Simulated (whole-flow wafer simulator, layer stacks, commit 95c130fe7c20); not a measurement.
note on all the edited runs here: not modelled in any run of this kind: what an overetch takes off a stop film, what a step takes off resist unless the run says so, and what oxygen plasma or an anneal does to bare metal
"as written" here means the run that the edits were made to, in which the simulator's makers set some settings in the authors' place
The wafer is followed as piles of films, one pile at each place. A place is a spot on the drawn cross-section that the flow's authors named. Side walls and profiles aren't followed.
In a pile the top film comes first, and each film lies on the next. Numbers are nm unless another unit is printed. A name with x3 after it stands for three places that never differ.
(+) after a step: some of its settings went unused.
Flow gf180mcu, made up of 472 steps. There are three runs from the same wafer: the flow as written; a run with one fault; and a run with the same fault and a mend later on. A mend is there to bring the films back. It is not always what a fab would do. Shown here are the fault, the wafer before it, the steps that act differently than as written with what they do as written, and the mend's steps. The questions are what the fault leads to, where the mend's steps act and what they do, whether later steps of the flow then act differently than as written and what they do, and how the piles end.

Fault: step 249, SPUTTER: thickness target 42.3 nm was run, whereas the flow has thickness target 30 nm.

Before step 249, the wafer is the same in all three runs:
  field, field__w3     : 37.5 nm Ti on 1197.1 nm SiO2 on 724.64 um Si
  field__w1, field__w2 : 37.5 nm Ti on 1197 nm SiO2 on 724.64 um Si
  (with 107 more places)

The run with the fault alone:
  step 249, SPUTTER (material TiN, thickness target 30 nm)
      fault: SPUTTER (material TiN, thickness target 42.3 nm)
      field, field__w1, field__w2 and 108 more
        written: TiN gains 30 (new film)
        fault: TiN gains 42.3 (new film)
  Later steps of the flow acting differently than as written:
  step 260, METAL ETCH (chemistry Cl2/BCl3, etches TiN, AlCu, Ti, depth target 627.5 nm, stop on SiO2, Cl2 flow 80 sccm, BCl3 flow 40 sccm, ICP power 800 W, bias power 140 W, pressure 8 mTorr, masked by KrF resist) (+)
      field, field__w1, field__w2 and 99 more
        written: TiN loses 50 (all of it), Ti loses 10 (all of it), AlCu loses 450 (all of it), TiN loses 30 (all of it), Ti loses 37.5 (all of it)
        fault: TiN loses 50 (all of it), Ti loses 10 (all of it), AlCu loses 450 (all of it), TiN loses 42.3 (all of it), Ti loses 37.5 (all of it)
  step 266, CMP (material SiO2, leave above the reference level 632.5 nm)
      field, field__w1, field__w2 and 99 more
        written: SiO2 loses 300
        fault: SiO2 loses 287.7
  The piles end different from the flow's at field__w8, contact, m1 and 6 more by more than 2% or 0.5 nm, whichever is larger.
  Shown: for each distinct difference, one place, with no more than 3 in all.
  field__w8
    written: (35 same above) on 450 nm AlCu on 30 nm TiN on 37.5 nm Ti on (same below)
    fault: (35 same above) on 450 nm AlCu on 42.3 nm TiN on 37.5 nm Ti on (same below)
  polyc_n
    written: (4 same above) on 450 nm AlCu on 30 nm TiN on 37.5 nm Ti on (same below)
    fault: (4 same above) on 450 nm AlCu on 42.3 nm TiN on 37.5 nm Ti on (same below)
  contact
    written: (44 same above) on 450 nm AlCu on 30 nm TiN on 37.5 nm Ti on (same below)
    fault: (44 same above) on 450 nm AlCu on 42.3 nm TiN on 37.5 nm Ti on (same below)

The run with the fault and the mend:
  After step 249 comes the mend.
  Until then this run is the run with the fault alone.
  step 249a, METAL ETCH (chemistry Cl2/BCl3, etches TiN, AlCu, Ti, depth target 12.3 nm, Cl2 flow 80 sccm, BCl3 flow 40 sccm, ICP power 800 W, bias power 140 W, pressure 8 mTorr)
      field, field__w1, field__w2 and 108 more
        TiN loses 12.3
  Later steps of the flow that are run all act as written at every place that is followed.
  By the end, the piles equal the flow's at every place that both follow.
